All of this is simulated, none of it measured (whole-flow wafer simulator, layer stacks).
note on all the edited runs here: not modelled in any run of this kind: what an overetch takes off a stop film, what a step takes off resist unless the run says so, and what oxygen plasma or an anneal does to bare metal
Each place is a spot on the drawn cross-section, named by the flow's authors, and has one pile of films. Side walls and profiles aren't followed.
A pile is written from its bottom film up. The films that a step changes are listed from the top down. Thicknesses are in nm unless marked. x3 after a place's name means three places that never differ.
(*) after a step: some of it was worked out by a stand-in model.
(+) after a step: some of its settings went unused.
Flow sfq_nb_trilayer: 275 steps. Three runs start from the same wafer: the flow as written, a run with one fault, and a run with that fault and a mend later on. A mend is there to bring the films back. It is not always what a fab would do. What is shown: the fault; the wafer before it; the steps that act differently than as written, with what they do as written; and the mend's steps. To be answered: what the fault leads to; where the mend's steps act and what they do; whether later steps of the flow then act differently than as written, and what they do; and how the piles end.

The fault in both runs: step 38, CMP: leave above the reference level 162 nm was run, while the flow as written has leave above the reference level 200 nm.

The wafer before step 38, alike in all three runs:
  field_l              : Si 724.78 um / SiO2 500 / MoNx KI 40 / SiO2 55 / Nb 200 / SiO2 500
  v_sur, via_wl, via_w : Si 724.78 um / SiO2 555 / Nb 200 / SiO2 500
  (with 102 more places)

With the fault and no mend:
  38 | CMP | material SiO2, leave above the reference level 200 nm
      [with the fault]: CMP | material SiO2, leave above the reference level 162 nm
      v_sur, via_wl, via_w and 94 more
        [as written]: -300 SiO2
        [with the fault]: -338 SiO2
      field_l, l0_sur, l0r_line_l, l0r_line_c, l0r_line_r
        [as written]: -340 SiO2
        [with the fault]: -378 SiO2
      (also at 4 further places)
  Later steps of the flow acting differently than as written (not shown: 4 more steps that differ only slightly, by at most 2% or 0.5 nm, whichever is larger):
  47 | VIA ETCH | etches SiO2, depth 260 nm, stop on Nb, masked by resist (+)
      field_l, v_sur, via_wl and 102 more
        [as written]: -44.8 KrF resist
        [with the fault]: -41.9 KrF resist
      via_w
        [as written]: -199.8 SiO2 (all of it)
        [with the fault]: -161.8 SiO2 (all of it)
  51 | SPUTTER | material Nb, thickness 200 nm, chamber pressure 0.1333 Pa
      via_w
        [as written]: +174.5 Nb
        [with the fault]: +182.3 Nb
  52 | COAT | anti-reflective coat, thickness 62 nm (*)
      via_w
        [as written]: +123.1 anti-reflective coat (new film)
        [with the fault]: +113.5 anti-reflective coat (new film)
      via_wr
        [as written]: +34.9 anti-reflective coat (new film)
        [with the fault]: +33.8 anti-reflective coat (new film)
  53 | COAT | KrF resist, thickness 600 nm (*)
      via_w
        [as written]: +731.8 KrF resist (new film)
        [with the fault]: +701.2 KrF resist (new film)
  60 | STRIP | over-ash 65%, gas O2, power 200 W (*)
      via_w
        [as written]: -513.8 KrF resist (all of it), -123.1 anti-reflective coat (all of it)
        [with the fault]: -483.3 KrF resist (all of it), -113.5 anti-reflective coat (all of it)
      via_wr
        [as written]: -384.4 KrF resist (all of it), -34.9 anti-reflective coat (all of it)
        [with the fault]: -389.8 KrF resist (all of it), -33.8 anti-reflective coat (all of it)
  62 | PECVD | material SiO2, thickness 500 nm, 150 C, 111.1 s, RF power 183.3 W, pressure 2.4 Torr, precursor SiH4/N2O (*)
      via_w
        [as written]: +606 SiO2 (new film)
        [with the fault]: +535.7 SiO2 (new film)
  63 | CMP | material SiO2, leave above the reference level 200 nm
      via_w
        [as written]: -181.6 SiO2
        [with the fault]: -157.1 SiO2
  By the end, the piles at v_sur, via_wl, via_w and 75 more depart from the flow's by more than 2% or 0.5 nm, whichever is larger.
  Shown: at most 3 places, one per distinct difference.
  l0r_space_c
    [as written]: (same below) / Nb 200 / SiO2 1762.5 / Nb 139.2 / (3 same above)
    [with the fault]: (same below) / Nb 200 / SiO2 1724.5 / Nb 139.2 / (3 same above)
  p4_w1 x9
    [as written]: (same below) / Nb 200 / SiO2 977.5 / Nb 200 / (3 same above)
    [with the fault]: (same below) / Nb 200 / SiO2 939.5 / Nb 200 / (3 same above)
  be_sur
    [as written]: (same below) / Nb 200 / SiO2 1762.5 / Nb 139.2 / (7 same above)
    [with the fault]: (same below) / Nb 200 / SiO2 1724.5 / Nb 139.2 / (7 same above)

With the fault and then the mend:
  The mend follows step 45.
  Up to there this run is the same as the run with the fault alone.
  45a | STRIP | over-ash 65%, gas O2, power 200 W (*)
      field_l, v_sur, via_wl and 102 more
        -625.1 KrF resist (all of it), -62 anti-reflective coat (all of it)
      via_w
        -62 anti-reflective coat (all of it)
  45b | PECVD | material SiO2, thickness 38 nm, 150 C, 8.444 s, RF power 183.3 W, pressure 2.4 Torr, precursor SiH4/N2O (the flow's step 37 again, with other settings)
      field_l, v_sur, via_wl and 103 more
        +38 SiO2
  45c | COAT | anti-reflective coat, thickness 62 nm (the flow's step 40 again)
      field_l, v_sur, via_wl and 103 more
        +62 anti-reflective coat (new film)
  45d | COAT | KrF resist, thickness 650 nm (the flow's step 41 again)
      field_l, v_sur, via_wl and 103 more
        +650 KrF resist (new film)
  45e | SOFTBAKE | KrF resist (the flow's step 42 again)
      leaves every film unchanged at each place that is followed
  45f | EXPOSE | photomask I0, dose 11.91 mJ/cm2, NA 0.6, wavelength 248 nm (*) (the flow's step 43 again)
      leaves every film unchanged at each place that is followed
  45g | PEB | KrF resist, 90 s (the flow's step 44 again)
      field_l, v_sur, via_wl and 103 more
        -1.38 KrF resist
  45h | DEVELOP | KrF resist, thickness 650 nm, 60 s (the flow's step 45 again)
      field_l, v_sur, via_wl and 102 more
        -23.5 KrF resist
      via_w
        -648.6 KrF resist (all of it)
  Later steps of the flow that are run all act as written at every place that is followed.
  By the end, the piles equal the flow's at every place that both follow.
